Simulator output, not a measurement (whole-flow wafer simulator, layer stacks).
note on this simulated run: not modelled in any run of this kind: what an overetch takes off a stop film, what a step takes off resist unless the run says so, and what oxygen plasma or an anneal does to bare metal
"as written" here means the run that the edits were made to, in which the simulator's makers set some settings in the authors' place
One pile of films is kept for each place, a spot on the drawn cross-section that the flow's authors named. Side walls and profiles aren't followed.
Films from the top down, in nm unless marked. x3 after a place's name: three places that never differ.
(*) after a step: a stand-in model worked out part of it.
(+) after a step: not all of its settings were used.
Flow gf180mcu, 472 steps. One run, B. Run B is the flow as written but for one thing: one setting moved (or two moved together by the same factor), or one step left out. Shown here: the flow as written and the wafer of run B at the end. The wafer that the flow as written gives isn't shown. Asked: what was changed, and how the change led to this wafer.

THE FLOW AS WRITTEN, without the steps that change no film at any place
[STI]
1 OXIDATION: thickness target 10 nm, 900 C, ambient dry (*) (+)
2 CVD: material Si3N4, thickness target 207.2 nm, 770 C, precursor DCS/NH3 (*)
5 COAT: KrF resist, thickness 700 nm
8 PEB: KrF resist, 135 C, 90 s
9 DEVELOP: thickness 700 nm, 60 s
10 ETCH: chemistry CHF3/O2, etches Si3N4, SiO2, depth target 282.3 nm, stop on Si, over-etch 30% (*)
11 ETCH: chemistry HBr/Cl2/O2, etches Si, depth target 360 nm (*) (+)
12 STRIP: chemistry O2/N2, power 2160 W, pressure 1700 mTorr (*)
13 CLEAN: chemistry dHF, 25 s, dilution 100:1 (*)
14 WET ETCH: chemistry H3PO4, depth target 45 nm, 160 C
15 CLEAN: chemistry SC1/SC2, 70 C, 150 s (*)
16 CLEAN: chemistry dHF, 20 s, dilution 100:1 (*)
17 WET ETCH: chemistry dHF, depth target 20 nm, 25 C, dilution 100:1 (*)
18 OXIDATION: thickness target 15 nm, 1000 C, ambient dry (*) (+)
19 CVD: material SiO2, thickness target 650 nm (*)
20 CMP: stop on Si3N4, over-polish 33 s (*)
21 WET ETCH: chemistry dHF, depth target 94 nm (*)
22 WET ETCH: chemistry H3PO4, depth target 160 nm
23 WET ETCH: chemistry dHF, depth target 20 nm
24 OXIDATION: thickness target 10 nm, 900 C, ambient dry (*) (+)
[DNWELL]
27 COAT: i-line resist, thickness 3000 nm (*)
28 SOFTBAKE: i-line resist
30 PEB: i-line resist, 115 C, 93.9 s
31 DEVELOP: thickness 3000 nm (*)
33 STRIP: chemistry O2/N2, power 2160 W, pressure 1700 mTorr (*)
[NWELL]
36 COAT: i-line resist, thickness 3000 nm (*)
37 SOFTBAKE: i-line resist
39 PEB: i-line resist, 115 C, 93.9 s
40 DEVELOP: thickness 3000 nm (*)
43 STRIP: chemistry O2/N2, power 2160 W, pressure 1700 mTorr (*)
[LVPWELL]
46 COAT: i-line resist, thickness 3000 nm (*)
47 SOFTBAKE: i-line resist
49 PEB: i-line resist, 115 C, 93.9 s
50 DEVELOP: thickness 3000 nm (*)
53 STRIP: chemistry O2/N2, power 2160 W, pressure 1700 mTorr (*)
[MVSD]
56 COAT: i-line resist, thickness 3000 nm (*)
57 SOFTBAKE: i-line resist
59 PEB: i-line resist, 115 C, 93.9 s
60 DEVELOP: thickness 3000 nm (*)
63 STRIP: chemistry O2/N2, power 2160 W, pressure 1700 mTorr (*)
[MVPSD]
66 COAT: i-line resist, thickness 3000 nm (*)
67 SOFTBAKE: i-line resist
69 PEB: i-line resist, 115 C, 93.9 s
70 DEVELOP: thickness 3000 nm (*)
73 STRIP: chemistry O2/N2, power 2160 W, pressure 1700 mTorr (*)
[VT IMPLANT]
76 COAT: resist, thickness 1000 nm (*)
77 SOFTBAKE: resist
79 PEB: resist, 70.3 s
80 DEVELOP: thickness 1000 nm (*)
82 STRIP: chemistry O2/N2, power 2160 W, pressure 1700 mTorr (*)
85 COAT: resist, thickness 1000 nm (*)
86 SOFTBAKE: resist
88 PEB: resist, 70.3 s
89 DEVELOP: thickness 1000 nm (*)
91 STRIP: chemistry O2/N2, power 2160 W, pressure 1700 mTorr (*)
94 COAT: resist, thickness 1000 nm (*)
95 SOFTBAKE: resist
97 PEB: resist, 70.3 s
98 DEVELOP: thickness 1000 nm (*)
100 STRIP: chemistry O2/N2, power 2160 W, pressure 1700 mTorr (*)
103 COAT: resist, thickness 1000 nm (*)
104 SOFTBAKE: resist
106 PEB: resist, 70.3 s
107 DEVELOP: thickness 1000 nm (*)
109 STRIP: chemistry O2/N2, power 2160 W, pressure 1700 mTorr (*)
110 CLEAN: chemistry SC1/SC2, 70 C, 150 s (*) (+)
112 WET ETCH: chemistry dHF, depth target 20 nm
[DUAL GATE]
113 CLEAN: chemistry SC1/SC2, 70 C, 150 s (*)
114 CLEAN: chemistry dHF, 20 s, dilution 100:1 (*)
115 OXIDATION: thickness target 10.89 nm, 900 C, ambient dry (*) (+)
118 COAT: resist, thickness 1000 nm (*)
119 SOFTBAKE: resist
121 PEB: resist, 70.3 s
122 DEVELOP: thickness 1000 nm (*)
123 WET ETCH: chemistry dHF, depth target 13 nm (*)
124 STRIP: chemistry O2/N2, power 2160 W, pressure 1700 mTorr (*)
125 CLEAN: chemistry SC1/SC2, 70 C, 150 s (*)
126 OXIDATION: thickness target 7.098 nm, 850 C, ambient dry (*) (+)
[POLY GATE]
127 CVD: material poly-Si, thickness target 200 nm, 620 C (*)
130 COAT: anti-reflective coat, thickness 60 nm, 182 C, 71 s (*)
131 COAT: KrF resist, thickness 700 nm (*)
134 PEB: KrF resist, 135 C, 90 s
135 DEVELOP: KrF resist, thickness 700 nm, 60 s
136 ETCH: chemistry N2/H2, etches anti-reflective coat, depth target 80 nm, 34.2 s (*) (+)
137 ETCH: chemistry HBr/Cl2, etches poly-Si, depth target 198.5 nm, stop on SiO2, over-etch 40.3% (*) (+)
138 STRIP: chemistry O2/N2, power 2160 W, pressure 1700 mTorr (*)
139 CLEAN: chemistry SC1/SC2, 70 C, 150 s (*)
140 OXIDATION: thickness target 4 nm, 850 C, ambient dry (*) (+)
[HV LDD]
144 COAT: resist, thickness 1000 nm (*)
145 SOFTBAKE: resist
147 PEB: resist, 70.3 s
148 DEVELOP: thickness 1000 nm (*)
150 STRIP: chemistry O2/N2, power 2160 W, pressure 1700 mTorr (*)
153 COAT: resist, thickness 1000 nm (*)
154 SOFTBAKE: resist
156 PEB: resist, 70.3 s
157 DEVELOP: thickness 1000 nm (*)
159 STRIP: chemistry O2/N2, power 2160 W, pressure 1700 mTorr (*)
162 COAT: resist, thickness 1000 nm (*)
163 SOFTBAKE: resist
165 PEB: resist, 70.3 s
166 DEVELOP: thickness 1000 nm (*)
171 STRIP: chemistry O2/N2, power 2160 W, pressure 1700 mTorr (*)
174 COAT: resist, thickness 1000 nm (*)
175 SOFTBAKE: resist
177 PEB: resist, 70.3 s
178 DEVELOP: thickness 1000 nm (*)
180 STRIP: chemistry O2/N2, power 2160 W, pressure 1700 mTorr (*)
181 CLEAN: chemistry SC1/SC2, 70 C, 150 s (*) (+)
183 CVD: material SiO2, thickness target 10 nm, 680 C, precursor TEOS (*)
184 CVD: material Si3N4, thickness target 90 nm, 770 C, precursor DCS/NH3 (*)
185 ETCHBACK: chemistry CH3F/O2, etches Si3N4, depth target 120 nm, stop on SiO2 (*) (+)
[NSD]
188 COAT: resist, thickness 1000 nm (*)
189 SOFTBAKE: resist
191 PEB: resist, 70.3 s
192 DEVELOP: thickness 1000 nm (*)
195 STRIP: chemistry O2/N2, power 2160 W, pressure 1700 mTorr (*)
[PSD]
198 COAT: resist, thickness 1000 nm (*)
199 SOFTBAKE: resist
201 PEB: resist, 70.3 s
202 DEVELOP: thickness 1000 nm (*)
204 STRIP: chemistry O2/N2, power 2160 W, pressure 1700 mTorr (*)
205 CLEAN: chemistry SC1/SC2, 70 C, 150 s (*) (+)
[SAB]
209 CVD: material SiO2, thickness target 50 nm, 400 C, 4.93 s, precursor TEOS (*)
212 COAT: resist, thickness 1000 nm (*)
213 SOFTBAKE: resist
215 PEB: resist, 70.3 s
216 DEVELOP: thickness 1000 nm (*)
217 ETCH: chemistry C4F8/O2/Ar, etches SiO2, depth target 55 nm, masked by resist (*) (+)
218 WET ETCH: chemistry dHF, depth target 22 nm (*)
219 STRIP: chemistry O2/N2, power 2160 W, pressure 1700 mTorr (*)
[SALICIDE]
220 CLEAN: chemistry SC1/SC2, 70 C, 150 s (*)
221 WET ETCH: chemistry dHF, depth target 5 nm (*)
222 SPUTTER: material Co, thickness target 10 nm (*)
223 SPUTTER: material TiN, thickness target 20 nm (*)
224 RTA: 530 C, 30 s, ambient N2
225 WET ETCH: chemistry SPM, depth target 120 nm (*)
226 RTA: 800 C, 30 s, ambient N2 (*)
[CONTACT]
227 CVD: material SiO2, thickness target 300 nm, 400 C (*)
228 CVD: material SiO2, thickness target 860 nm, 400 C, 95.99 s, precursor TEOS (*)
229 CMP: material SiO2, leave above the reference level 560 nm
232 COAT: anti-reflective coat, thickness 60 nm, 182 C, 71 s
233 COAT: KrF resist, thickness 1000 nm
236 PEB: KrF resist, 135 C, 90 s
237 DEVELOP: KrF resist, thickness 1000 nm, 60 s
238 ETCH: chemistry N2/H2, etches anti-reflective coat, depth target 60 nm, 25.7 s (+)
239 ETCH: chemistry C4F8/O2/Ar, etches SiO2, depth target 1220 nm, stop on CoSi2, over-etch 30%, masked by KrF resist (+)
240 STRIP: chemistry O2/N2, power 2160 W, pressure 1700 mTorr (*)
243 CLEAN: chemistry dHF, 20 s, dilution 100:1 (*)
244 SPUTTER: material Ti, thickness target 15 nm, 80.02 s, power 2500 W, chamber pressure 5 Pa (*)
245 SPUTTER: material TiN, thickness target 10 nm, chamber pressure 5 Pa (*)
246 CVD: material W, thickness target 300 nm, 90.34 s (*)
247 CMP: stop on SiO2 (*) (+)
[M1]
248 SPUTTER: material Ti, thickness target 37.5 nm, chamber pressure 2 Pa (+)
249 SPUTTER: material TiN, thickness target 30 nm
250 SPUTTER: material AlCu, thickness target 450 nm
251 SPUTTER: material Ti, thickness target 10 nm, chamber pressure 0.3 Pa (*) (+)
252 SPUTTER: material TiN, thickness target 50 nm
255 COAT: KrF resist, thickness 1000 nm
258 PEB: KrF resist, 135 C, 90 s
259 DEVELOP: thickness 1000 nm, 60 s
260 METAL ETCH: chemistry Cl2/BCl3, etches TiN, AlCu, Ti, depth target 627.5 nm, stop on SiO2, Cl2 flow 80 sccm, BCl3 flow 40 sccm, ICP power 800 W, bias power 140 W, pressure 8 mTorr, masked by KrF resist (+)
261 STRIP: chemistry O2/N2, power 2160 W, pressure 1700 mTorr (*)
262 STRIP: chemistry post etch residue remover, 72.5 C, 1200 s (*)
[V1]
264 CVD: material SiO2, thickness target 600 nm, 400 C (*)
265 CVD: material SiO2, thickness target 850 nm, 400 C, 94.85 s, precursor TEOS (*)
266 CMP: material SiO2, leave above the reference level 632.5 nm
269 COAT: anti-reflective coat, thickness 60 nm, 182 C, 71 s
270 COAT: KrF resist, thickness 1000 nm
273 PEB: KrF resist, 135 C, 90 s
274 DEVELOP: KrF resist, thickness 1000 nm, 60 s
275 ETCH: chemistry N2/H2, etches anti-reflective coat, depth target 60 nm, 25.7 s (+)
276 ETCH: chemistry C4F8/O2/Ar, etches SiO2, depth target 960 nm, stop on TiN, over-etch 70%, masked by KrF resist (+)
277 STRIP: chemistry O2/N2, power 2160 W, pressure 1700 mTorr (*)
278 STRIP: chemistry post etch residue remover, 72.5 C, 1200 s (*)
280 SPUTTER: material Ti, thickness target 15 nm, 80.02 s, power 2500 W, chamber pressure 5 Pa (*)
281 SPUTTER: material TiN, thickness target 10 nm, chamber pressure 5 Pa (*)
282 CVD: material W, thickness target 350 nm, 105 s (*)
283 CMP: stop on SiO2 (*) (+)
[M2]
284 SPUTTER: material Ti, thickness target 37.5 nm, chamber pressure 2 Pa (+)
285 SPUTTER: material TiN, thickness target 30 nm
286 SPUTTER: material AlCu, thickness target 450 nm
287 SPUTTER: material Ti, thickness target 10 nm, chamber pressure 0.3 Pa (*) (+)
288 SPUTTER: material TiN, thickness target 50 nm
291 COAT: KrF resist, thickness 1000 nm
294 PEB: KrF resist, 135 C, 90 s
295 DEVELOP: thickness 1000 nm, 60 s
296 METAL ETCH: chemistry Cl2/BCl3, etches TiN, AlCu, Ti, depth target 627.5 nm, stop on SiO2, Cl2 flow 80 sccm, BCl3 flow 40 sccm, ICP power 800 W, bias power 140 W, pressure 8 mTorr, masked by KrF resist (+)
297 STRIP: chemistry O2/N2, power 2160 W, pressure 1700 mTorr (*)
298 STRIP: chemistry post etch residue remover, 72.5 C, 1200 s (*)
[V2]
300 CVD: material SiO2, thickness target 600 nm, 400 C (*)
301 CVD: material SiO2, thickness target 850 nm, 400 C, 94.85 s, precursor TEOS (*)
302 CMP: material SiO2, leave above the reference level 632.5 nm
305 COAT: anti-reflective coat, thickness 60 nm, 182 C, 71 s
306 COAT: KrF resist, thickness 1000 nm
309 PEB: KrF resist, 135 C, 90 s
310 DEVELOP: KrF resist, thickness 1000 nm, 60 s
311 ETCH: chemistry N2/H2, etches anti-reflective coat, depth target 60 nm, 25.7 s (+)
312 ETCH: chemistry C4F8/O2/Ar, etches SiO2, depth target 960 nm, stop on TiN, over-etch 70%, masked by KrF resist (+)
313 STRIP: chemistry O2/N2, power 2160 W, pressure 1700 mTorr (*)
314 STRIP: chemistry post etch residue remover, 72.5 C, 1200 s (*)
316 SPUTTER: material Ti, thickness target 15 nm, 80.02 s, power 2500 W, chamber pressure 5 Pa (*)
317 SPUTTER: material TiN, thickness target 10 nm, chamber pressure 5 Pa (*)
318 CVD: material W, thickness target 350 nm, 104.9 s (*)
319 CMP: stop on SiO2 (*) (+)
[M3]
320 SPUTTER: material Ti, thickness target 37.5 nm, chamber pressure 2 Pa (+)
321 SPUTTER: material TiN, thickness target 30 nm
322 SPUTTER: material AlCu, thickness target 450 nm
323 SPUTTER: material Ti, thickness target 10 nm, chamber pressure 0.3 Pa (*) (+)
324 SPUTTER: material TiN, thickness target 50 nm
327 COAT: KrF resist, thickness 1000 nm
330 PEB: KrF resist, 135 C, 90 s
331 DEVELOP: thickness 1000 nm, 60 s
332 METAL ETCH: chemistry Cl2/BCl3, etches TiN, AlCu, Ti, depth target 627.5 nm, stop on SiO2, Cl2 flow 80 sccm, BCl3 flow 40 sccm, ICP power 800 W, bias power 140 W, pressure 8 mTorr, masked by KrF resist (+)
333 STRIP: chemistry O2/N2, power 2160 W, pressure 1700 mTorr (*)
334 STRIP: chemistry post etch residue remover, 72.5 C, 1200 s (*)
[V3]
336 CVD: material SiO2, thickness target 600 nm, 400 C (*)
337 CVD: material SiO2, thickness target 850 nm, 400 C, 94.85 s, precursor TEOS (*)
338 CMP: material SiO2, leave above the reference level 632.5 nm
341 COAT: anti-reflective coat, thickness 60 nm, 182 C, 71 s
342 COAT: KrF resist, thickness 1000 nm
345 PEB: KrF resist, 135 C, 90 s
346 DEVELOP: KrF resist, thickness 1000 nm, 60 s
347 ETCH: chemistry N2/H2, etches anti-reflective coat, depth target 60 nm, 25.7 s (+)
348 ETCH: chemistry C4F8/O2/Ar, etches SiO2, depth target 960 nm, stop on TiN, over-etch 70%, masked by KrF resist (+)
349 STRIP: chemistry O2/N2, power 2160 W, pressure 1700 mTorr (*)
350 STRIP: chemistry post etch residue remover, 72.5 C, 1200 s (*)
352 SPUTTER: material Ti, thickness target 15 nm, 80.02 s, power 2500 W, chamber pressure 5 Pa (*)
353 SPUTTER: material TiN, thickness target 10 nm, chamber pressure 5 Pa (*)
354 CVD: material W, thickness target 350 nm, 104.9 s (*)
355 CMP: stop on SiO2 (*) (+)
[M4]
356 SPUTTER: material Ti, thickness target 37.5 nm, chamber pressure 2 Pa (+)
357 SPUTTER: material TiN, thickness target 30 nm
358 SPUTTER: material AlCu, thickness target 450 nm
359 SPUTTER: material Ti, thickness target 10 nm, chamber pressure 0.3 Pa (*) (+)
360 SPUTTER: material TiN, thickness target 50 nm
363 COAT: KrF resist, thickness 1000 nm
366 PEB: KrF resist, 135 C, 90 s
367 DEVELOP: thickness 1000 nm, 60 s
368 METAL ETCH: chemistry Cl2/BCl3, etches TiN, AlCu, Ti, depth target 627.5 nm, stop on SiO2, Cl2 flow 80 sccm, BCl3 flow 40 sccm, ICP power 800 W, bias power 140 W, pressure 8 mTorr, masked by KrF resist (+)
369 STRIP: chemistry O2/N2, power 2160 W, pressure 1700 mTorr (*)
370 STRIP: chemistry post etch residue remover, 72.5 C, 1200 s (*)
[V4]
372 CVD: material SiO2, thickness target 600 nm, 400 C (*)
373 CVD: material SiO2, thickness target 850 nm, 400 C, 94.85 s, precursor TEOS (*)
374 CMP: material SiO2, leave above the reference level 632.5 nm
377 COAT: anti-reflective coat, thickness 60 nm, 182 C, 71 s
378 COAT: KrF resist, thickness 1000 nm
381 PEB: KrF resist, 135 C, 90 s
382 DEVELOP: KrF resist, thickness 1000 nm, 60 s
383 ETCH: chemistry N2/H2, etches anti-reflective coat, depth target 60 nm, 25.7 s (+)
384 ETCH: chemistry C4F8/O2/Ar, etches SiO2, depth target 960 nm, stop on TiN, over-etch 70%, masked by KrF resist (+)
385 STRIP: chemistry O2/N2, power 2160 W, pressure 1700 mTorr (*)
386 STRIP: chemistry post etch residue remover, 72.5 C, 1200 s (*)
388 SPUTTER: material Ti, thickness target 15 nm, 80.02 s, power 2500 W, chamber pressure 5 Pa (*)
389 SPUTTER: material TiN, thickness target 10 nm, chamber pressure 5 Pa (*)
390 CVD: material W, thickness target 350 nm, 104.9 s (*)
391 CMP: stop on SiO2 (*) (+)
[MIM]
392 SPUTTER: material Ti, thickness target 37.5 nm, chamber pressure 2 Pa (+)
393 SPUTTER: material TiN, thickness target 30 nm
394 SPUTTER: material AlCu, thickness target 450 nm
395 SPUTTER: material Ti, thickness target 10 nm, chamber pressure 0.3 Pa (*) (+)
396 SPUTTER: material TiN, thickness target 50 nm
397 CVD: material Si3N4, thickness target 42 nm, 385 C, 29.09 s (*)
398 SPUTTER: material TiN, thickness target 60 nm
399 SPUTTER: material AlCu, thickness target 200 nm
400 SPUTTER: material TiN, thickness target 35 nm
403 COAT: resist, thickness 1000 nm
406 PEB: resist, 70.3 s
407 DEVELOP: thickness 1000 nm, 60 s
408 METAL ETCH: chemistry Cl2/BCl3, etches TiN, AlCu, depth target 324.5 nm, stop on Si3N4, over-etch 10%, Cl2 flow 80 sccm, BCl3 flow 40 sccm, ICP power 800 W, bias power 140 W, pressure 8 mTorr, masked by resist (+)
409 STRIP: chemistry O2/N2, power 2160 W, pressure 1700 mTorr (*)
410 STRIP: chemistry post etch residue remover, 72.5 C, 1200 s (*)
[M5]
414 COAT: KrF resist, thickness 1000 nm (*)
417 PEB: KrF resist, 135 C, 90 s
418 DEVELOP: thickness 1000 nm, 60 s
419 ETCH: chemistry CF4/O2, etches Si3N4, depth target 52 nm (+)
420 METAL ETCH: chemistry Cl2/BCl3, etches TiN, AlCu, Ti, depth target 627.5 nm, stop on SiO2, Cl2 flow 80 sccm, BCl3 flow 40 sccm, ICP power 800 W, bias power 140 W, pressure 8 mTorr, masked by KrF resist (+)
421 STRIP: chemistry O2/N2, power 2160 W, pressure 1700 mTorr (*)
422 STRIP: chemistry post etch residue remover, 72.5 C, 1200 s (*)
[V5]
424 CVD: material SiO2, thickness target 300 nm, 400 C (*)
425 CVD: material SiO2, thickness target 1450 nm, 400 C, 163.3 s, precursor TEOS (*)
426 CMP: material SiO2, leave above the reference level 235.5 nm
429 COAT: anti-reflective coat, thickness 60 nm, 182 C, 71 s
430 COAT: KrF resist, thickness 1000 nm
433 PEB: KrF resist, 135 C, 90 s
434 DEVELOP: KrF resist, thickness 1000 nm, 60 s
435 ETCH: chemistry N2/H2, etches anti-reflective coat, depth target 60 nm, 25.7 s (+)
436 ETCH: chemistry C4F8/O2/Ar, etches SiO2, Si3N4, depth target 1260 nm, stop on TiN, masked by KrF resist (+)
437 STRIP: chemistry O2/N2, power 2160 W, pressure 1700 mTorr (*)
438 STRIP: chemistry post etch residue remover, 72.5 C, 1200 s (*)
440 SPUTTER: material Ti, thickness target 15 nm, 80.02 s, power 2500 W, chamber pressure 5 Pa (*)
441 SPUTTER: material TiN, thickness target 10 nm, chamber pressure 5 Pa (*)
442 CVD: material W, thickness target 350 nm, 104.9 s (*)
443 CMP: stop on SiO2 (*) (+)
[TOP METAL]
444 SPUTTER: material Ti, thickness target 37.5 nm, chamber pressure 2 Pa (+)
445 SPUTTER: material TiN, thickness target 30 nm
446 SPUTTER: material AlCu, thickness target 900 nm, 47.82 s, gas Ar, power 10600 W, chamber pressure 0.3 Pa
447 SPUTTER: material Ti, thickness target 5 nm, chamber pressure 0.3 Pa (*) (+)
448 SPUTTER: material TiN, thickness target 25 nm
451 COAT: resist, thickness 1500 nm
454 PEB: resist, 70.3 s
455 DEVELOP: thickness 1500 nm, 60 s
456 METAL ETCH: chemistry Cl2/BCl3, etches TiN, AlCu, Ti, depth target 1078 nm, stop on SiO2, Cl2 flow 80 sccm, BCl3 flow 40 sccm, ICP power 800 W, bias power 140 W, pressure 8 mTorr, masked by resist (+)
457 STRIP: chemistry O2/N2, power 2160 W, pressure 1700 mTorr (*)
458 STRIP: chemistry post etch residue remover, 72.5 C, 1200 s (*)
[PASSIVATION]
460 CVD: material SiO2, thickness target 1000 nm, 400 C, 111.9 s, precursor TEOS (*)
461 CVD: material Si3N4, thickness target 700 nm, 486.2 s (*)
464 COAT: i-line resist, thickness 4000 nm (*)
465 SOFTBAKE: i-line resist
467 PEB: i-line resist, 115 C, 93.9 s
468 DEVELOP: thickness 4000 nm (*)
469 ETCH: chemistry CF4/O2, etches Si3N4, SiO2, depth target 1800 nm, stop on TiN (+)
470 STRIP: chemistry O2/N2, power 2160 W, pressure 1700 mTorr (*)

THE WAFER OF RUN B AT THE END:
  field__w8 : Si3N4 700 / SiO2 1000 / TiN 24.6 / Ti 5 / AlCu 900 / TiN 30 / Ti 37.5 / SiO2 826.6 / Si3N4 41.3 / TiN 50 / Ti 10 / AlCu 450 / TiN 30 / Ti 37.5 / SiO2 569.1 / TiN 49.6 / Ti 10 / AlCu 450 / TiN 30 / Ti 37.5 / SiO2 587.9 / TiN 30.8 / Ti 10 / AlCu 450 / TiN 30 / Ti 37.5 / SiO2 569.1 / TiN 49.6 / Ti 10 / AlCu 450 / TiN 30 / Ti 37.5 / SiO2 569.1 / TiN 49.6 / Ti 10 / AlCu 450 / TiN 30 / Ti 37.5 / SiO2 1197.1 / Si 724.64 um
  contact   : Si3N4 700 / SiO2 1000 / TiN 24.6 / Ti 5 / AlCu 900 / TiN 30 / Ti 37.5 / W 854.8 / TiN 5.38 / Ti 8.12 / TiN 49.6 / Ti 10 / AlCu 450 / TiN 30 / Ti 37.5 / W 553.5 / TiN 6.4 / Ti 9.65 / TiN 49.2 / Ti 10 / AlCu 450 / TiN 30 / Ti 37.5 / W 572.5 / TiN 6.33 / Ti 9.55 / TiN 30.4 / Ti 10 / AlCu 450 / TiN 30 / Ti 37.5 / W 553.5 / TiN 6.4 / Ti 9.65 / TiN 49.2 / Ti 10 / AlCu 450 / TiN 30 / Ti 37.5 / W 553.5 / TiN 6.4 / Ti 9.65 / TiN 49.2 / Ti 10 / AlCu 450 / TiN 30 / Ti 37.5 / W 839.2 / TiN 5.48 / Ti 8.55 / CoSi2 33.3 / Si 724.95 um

The cause: step 324, SPUTTER: thickness target 31.2 nm was run, where the flow has thickness target 50 nm.

How the change led to this, step by step:
  324 SPUTTER: material TiN, thickness target 50 nm
      field, field__w1, field__w2 and 108 more: TiN +31.2 (new film) (as written it would be: TiN +50 (new film))
  332 METAL ETCH: chemistry Cl2/BCl3, etches TiN, AlCu, Ti, depth target 627.5 nm, stop on SiO2, Cl2 flow 80 sccm, BCl3 flow 40 sccm, ICP power 800 W, bias power 140 W, pressure 8 mTorr, masked by KrF resist (+)
      field, field__w1, field__w2 and 103 more: TiN -31.2 (all of it), Ti -10 (all of it), AlCu -450 (all of it), TiN -30 (all of it), Ti -37.5 (all of it) (as written it would be: TiN -50 (all of it), Ti -10 (all of it), AlCu -450 (all of it), TiN -30 (all of it), Ti -37.5 (all of it))
  338 CMP: material SiO2, leave above the reference level 632.5 nm
      field__w8, contact, m1, m1__w1, m1_nw: SiO2 -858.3 (as written it would be: SiO2 -877.1)
  348 ETCH: chemistry C4F8/O2/Ar, etches SiO2, depth target 960 nm, stop on TiN, over-etch 70%, masked by KrF resist (+)
      contact: SiO2 -591.3 (all of it) (as written it would be: SiO2 -572.5 (all of it))
